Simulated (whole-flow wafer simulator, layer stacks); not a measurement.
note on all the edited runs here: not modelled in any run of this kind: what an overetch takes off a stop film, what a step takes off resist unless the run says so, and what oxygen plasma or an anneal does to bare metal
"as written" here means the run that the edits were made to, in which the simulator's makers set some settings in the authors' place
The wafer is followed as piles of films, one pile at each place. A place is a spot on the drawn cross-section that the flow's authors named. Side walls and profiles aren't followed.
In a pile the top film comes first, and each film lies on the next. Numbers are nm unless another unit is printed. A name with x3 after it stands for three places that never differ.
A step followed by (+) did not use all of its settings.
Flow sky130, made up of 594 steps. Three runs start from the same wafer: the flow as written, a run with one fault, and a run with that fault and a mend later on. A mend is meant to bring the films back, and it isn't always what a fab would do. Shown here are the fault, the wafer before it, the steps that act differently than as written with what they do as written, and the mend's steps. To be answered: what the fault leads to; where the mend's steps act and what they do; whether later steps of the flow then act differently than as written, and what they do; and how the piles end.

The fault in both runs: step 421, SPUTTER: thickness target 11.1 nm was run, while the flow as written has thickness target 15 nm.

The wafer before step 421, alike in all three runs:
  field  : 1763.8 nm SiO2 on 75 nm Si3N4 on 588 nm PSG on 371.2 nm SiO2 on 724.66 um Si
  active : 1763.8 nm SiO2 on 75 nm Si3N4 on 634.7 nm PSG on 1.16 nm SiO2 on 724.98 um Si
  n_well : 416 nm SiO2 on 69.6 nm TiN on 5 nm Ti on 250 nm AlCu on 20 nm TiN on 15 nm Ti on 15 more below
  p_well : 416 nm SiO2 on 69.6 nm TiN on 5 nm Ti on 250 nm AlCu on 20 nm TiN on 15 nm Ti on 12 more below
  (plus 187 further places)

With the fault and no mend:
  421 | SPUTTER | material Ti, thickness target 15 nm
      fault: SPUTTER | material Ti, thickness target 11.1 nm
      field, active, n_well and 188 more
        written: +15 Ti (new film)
        fault: +11.1 Ti (new film)
  Steps further on in the flow that do not act as written (23 other steps are not shown; they differ only slightly, by no more than 2% or 0.5 nm, whichever is larger):
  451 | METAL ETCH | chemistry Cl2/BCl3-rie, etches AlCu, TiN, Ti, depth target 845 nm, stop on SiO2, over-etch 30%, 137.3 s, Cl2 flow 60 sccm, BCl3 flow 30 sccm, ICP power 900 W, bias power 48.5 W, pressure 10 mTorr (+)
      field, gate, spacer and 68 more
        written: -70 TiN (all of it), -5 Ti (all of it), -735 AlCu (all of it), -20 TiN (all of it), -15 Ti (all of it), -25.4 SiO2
        fault: -70 TiN (all of it), -5 Ti (all of it), -735 AlCu (all of it), -20 TiN (all of it), -11.1 Ti (all of it), -25.7 SiO2
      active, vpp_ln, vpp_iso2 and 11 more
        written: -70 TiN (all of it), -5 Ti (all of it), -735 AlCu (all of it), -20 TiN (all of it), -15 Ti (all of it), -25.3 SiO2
        fault: -70 TiN (all of it), -5 Ti (all of it), -735 AlCu (all of it), -20 TiN (all of it), -11.1 Ti (all of it), -25.7 SiO2
  At n_well, p_well, gate_hv and 104 more, the piles at the end differ from the flow's by more than 2% or 0.5 nm, whichever is larger.
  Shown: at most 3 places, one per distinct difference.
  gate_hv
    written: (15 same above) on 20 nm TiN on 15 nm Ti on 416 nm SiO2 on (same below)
    fault: (15 same above) on 20 nm TiN on 11.1 nm Ti on 416 nm SiO2 on (same below)
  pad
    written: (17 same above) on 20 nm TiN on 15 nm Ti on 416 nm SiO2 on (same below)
    fault: (17 same above) on 20 nm TiN on 11.1 nm Ti on 416 nm SiO2 on (same below)
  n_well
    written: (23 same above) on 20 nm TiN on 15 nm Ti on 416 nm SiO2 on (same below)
    fault: (23 same above) on 20 nm TiN on 11.1 nm Ti on 416 nm SiO2 on (same below)

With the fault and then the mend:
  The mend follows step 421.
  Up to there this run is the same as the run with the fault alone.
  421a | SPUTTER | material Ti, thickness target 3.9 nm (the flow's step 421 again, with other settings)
      field, active, n_well and 188 more
        +3.9 Ti
  None of the later steps of the flow acts differently than as written at any place that is followed.
  At every place that both follow, the piles at the end match the flow's.
